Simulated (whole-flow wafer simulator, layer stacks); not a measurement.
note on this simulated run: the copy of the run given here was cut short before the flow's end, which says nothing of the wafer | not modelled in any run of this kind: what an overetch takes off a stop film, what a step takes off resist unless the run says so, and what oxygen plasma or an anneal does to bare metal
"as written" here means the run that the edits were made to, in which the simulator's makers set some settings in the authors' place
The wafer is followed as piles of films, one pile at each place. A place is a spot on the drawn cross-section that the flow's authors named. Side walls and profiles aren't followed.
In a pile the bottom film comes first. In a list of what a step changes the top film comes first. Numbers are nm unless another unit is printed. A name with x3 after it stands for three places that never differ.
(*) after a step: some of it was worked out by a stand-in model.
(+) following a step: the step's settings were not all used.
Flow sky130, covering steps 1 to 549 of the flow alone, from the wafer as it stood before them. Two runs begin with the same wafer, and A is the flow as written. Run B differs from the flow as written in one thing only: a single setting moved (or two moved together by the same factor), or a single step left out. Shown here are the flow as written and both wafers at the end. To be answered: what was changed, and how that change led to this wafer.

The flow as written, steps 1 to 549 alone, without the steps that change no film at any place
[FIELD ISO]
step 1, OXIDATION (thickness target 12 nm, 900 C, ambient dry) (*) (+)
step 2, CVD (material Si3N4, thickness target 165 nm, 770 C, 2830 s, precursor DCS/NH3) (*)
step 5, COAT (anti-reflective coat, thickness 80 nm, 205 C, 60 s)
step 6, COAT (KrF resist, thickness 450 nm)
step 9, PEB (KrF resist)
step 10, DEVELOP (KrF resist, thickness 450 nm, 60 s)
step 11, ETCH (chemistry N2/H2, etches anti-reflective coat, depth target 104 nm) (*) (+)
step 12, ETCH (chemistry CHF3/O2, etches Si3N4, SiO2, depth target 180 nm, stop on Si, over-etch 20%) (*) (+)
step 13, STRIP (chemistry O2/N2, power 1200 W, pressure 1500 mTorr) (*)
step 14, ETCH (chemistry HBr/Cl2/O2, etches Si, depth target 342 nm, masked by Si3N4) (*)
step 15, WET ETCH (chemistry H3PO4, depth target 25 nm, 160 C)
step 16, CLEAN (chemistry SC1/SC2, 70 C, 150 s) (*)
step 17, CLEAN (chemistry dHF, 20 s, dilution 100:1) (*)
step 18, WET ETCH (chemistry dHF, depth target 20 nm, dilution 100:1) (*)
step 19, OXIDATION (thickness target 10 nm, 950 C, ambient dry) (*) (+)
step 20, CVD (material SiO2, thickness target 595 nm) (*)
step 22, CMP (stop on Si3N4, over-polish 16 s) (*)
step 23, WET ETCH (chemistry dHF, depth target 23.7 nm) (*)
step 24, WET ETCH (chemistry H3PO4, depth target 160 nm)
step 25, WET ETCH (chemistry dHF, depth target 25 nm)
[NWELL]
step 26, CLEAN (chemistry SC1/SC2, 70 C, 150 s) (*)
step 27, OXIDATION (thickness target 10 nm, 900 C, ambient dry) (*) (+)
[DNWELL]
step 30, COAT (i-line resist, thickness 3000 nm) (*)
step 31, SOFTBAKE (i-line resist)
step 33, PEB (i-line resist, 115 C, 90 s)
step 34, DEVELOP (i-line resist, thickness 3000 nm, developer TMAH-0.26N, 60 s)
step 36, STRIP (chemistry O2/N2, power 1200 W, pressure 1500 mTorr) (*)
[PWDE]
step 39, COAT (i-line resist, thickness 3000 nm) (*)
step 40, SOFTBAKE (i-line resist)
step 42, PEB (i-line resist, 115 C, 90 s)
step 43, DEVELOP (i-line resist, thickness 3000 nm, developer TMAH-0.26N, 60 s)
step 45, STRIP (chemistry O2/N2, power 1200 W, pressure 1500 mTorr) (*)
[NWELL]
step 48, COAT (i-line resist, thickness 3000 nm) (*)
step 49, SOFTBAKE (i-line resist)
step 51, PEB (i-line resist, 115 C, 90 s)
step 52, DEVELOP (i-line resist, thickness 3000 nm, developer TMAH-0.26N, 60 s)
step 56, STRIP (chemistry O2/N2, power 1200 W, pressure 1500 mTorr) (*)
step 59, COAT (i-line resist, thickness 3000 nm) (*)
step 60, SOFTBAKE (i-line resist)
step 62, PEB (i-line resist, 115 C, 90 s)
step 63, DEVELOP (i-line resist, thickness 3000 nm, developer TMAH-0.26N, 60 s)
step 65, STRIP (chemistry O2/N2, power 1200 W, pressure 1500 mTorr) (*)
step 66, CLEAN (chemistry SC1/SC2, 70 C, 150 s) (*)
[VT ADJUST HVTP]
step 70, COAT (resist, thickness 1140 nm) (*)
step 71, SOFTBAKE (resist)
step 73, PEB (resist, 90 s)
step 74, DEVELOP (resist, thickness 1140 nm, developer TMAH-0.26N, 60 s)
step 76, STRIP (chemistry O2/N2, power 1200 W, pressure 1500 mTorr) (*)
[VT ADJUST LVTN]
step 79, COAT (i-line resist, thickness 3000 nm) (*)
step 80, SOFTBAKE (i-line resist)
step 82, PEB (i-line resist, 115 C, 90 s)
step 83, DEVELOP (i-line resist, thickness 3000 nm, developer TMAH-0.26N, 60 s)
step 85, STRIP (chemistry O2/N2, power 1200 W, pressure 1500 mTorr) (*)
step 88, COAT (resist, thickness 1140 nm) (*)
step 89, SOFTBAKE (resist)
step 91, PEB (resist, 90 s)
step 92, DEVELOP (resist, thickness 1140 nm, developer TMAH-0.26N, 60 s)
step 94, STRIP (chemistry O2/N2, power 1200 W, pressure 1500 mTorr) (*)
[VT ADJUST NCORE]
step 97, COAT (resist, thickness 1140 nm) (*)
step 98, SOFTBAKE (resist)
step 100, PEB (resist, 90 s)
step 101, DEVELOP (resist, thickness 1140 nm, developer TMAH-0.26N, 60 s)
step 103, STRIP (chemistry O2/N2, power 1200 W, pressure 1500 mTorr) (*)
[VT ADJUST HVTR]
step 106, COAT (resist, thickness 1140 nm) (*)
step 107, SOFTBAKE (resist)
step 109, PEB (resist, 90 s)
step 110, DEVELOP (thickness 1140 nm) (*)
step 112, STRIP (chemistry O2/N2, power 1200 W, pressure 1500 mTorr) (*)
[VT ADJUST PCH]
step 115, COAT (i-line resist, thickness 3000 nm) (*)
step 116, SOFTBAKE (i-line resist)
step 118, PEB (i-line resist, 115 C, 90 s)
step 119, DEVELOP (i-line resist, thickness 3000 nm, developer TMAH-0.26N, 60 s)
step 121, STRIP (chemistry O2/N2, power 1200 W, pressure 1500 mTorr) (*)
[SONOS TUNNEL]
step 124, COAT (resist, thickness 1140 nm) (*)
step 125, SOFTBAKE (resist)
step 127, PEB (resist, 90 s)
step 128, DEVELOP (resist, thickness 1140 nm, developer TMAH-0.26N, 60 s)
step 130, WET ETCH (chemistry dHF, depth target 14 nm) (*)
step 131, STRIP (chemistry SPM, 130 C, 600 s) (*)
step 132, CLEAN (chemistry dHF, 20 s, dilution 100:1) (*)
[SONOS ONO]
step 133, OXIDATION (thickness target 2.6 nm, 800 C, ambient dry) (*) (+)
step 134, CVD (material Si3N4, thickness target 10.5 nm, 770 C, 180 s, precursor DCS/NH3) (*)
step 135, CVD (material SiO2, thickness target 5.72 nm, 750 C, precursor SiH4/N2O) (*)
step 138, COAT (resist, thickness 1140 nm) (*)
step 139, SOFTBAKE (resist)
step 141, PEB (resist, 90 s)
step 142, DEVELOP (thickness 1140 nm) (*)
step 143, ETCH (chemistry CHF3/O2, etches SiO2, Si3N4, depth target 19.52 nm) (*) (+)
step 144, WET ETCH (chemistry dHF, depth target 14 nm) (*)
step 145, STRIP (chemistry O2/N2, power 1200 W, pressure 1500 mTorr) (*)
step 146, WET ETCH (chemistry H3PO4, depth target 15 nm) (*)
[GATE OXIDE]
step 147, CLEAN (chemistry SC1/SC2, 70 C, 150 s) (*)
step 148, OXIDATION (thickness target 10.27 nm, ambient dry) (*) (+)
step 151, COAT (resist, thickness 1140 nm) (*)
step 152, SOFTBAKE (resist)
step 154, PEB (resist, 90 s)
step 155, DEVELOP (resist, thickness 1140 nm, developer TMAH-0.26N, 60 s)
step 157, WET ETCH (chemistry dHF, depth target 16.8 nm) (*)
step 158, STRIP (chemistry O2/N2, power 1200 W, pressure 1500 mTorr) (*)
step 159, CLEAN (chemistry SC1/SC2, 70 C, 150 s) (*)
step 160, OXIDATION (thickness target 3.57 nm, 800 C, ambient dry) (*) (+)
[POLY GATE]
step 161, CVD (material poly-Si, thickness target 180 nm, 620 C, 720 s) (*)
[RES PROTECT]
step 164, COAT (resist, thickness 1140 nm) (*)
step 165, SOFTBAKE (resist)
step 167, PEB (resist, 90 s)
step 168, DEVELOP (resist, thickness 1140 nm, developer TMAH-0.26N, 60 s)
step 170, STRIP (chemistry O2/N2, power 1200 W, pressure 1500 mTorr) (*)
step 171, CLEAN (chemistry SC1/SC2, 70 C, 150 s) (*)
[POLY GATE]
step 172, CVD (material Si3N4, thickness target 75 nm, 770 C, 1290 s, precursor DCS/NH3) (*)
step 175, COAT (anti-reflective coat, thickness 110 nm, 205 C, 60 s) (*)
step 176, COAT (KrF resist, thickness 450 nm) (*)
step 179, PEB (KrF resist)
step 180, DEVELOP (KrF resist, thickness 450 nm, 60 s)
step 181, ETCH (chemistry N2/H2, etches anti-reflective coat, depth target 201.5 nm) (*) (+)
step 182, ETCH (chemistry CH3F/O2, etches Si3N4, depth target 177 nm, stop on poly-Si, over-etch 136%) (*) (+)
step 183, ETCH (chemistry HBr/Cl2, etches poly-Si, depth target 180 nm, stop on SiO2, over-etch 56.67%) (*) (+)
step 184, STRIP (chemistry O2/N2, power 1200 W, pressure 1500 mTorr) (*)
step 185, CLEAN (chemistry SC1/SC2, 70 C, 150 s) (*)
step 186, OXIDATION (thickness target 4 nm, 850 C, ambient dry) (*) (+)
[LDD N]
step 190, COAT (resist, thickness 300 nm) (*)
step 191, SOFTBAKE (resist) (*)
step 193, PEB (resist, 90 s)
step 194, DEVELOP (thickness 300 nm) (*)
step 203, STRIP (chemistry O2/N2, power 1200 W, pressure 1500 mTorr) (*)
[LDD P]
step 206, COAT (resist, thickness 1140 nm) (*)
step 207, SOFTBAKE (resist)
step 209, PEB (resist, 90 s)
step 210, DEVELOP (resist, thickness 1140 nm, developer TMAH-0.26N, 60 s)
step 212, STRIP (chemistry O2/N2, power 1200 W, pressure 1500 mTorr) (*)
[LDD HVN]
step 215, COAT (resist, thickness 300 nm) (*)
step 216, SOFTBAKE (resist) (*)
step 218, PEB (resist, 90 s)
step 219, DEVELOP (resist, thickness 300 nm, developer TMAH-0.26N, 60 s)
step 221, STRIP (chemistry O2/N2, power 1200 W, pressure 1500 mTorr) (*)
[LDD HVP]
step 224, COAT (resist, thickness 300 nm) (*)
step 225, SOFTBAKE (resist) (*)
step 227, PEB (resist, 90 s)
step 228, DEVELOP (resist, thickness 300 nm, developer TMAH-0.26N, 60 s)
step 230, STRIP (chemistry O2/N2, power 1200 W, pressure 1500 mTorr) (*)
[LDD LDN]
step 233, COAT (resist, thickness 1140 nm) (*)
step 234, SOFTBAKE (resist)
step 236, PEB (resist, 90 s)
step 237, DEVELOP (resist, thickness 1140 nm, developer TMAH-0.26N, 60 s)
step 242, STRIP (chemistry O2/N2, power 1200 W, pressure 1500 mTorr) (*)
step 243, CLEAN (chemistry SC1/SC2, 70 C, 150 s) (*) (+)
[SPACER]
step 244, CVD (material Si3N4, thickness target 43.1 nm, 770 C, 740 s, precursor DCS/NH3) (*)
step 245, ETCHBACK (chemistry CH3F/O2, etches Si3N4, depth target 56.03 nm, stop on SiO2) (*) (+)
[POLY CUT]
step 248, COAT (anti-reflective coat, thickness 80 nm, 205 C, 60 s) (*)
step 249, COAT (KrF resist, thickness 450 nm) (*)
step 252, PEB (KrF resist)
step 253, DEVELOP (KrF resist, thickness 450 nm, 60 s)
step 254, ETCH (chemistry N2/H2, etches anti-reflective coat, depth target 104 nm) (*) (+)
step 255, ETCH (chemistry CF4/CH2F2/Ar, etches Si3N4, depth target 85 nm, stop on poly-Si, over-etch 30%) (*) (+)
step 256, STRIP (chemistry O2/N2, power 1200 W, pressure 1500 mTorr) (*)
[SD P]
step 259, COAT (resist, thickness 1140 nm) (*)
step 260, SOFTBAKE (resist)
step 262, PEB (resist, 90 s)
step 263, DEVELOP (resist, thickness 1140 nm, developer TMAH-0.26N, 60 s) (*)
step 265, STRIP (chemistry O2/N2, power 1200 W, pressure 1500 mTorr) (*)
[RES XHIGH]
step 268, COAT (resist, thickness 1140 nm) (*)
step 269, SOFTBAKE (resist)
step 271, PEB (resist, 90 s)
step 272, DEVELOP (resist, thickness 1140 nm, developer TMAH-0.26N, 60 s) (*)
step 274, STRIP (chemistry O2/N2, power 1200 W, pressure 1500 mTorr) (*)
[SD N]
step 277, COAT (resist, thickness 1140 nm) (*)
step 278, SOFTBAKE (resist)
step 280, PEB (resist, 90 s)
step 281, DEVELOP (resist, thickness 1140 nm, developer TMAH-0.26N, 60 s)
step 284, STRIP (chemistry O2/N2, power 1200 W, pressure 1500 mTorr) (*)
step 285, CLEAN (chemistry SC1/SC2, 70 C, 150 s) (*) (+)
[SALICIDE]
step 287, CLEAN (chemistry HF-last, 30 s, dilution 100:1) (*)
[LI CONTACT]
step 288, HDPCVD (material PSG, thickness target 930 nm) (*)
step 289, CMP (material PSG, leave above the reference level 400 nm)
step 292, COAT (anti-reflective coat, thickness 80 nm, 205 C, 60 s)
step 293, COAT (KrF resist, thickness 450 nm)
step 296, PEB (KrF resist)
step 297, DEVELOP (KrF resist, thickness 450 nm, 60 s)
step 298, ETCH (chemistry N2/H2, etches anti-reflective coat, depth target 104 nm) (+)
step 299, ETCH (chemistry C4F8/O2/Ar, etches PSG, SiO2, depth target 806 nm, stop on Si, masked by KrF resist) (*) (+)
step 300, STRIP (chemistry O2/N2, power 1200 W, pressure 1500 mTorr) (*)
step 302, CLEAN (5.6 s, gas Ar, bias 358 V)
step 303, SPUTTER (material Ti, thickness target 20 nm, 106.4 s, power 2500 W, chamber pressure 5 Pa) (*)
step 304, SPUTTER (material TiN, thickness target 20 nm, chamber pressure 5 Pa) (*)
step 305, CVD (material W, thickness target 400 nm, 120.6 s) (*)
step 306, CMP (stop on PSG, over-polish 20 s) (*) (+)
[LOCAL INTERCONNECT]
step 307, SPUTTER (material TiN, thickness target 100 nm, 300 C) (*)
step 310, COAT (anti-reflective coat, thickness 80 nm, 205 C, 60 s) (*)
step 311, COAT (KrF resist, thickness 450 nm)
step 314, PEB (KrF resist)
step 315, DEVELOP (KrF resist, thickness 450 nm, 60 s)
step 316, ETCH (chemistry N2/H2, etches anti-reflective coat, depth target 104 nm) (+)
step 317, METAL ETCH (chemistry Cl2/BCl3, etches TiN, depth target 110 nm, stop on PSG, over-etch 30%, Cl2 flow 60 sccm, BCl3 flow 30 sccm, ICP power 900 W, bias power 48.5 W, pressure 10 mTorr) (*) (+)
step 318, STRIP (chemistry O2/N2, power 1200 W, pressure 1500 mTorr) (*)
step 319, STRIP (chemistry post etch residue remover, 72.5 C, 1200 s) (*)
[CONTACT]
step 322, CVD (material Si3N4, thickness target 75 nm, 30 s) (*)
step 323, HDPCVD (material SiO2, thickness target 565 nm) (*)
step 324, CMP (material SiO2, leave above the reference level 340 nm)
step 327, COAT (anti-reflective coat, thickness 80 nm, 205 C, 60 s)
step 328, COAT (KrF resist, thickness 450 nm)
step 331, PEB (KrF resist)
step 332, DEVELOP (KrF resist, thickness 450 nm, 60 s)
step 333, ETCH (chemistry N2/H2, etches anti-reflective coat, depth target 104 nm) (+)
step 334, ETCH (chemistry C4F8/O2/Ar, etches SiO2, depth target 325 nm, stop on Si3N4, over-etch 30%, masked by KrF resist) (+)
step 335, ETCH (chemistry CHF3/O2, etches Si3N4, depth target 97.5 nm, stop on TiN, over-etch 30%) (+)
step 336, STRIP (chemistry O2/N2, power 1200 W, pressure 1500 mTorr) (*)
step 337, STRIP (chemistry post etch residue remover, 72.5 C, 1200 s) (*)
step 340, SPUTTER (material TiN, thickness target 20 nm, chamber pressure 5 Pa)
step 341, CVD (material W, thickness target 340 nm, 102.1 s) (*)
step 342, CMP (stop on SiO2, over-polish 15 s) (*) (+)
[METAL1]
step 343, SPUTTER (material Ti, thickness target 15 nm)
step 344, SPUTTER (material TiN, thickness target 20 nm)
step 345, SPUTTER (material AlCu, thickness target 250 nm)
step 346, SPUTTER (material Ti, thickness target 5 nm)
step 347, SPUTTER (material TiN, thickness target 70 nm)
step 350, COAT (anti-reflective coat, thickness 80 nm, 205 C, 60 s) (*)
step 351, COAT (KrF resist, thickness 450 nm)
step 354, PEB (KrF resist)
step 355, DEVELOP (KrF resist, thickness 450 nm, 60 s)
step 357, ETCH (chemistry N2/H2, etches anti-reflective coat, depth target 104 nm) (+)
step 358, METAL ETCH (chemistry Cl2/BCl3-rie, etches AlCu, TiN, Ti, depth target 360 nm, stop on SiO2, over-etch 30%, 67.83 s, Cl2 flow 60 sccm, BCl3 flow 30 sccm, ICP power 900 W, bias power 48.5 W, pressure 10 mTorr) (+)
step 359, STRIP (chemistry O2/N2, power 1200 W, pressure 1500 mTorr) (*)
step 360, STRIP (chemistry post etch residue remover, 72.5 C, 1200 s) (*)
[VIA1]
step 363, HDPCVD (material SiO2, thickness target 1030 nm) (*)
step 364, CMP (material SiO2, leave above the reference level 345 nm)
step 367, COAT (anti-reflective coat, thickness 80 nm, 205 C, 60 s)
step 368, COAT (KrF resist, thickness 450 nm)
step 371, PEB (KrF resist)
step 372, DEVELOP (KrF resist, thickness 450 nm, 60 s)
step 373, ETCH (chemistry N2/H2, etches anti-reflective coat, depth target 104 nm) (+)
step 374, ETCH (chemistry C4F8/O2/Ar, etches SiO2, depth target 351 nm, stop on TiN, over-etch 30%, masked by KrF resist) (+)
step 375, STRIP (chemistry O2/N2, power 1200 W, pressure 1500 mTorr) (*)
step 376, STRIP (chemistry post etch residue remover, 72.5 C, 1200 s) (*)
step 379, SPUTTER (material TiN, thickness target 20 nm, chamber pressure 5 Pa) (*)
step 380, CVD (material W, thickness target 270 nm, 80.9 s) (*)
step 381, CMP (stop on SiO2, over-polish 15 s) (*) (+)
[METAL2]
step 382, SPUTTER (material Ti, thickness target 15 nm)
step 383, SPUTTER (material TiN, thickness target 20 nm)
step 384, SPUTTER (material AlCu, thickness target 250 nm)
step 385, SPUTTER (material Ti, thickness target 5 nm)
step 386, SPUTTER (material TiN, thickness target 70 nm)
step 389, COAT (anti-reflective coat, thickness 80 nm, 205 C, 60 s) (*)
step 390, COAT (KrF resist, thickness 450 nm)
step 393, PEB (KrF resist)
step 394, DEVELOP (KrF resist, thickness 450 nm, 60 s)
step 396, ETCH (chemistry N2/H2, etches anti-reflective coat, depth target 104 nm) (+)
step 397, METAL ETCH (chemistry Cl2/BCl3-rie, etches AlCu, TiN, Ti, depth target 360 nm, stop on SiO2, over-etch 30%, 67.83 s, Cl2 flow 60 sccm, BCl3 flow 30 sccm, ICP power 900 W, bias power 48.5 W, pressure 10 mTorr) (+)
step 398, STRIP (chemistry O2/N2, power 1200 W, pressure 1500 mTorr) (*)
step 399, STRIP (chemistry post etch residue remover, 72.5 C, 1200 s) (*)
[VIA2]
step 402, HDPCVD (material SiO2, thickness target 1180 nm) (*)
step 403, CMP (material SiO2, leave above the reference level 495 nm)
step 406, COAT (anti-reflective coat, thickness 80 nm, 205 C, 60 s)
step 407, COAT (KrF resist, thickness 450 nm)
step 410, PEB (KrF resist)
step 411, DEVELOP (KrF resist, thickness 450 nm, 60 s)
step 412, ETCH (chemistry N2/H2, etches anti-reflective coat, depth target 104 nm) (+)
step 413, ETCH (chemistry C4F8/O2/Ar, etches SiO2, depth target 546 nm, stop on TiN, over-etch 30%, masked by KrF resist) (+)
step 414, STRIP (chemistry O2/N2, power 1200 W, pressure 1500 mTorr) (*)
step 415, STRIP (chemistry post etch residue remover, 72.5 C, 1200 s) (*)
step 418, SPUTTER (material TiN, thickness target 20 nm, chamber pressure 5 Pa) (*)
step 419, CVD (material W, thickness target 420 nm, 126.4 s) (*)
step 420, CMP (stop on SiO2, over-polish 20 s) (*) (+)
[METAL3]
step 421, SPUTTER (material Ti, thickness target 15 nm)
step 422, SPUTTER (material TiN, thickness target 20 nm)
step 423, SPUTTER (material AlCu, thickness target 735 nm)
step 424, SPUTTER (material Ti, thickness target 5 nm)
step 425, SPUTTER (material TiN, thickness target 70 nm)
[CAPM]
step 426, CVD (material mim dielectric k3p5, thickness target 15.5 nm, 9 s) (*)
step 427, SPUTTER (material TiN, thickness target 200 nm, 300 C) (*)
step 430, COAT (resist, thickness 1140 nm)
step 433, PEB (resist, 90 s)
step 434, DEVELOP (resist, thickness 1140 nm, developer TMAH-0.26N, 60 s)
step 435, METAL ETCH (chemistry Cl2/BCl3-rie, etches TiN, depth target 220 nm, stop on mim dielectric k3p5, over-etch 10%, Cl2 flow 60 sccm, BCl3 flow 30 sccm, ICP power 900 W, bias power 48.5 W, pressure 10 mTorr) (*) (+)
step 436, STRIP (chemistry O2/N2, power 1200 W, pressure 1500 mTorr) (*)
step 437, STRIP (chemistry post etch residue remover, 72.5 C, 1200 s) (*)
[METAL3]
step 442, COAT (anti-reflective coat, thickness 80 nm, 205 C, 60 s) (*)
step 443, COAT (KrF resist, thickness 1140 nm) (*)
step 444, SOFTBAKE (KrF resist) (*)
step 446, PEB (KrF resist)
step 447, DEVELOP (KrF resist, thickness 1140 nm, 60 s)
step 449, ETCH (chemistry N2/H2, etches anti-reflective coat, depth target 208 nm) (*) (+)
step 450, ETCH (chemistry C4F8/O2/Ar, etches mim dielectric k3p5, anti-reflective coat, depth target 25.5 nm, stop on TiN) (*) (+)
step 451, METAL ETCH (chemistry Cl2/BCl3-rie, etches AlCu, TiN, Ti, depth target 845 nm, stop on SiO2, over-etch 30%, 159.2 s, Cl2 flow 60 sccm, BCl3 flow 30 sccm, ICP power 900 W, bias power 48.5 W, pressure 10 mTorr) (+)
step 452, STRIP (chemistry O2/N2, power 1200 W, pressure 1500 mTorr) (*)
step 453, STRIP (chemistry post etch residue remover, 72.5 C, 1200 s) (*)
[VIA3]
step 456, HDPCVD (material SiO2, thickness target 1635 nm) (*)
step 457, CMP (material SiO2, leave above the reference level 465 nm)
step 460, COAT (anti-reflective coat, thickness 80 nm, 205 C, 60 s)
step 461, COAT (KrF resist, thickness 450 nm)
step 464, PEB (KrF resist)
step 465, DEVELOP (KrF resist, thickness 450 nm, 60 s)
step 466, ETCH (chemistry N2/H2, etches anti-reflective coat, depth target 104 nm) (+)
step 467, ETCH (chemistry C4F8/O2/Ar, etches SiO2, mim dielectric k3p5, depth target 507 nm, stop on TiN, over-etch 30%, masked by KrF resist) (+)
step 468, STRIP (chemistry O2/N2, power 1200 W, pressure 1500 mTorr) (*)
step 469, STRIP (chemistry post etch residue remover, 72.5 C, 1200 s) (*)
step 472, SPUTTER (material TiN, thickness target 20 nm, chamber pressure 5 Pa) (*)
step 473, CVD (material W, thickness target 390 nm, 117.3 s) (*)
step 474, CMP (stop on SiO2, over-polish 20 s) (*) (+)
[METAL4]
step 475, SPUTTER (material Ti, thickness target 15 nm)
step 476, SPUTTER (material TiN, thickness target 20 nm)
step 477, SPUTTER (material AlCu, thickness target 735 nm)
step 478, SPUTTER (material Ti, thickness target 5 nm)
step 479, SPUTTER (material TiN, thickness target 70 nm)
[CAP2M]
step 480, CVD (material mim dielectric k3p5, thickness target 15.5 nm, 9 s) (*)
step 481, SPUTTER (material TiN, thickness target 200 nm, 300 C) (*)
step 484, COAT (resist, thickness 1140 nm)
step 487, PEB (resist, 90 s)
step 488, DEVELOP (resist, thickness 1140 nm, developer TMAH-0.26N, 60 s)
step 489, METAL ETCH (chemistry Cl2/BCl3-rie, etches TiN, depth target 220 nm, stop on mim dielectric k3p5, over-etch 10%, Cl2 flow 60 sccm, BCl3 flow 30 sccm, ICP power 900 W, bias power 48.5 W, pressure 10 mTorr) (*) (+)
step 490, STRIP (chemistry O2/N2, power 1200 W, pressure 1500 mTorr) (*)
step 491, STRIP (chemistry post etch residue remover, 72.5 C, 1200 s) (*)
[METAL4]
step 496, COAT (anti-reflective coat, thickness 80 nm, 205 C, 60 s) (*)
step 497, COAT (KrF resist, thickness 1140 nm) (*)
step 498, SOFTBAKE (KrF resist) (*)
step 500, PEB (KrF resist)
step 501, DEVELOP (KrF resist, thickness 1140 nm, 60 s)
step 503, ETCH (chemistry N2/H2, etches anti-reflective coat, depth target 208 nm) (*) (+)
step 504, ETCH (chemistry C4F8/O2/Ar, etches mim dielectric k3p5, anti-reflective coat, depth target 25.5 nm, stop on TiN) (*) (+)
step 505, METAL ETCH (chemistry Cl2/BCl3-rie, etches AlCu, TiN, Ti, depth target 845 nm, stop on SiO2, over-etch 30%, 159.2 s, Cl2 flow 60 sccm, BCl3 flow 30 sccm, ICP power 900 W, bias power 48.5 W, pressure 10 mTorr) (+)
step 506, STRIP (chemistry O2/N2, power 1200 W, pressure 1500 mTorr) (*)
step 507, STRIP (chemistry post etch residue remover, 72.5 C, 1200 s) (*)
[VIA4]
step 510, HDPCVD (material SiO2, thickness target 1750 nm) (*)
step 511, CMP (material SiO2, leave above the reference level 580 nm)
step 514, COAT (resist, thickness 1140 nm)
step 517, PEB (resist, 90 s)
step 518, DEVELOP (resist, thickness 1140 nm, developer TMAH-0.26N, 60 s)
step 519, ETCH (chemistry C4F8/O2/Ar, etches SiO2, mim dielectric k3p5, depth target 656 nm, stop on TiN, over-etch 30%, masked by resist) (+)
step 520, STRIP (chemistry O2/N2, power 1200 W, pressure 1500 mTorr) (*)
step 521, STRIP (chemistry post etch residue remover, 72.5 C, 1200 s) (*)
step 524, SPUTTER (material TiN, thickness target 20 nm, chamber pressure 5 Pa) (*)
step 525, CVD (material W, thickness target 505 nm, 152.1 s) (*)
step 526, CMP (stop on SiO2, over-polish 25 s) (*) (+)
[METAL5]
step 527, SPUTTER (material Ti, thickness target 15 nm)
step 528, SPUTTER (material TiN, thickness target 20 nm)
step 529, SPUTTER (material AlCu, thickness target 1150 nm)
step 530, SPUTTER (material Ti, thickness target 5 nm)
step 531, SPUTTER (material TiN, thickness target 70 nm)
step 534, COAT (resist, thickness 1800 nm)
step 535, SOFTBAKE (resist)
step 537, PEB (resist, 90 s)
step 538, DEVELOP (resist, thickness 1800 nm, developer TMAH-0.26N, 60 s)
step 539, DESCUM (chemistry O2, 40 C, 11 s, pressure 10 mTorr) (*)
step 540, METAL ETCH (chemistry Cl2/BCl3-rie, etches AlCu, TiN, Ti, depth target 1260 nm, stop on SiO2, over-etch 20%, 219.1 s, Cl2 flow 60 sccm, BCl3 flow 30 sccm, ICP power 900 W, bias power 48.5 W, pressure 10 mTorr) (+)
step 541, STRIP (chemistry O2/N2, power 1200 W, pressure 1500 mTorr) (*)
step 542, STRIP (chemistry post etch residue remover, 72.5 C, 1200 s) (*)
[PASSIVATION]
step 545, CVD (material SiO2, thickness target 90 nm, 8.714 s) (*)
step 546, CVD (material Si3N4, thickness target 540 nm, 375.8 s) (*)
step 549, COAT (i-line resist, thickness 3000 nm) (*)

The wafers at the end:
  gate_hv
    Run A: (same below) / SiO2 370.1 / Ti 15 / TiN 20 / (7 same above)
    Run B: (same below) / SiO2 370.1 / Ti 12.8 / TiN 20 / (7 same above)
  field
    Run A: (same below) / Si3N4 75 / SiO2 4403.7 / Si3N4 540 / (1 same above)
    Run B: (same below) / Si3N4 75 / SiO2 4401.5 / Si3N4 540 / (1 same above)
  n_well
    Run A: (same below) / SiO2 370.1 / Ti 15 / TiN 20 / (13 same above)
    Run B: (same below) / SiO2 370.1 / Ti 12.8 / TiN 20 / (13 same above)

Cause: step 475, SPUTTER: thickness target 12.8 nm was run, whereas the flow has thickness target 15 nm.
One can read it off the wafer: gate_hv has Ti 12.8, and step 475 as written asks for 15 nm.

Step by step, how the change led to this:
  step 475, SPUTTER (material Ti, thickness target 15 nm)
      field, active, n_well and 189 more: A +15 Ti (new film) | B +12.8 Ti (new film)
  step 505, METAL ETCH (chemistry Cl2/BCl3-rie, etches AlCu, TiN, Ti, depth target 845 nm, stop on SiO2, over-etch 30%, 159.2 s, Cl2 flow 60 sccm, BCl3 flow 30 sccm, ICP power 900 W, bias power 48.5 W, pressure 10 mTorr) (+)
      field, active, gate and 70 more: A -70 TiN (all of it), -5 Ti (all of it), -735 AlCu (all of it), -20 TiN (all of it), -15 Ti (all of it), -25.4 SiO2 | B -70 TiN (all of it), -5 Ti (all of it), -735 AlCu (all of it), -20 TiN (all of it), -12.8 Ti (all of it), -25.6 SiO2
      vpp_iso1, mim_edge_plate, m1_ln and 12 more: A -70 TiN (all of it), -5 Ti (all of it), -735 AlCu (all of it), -20 TiN (all of it), -15 Ti (all of it), -25.3 SiO2 | B -70 TiN (all of it), -5 Ti (all of it), -735 AlCu (all of it), -20 TiN (all of it), -12.8 Ti (all of it), -25.6 SiO2
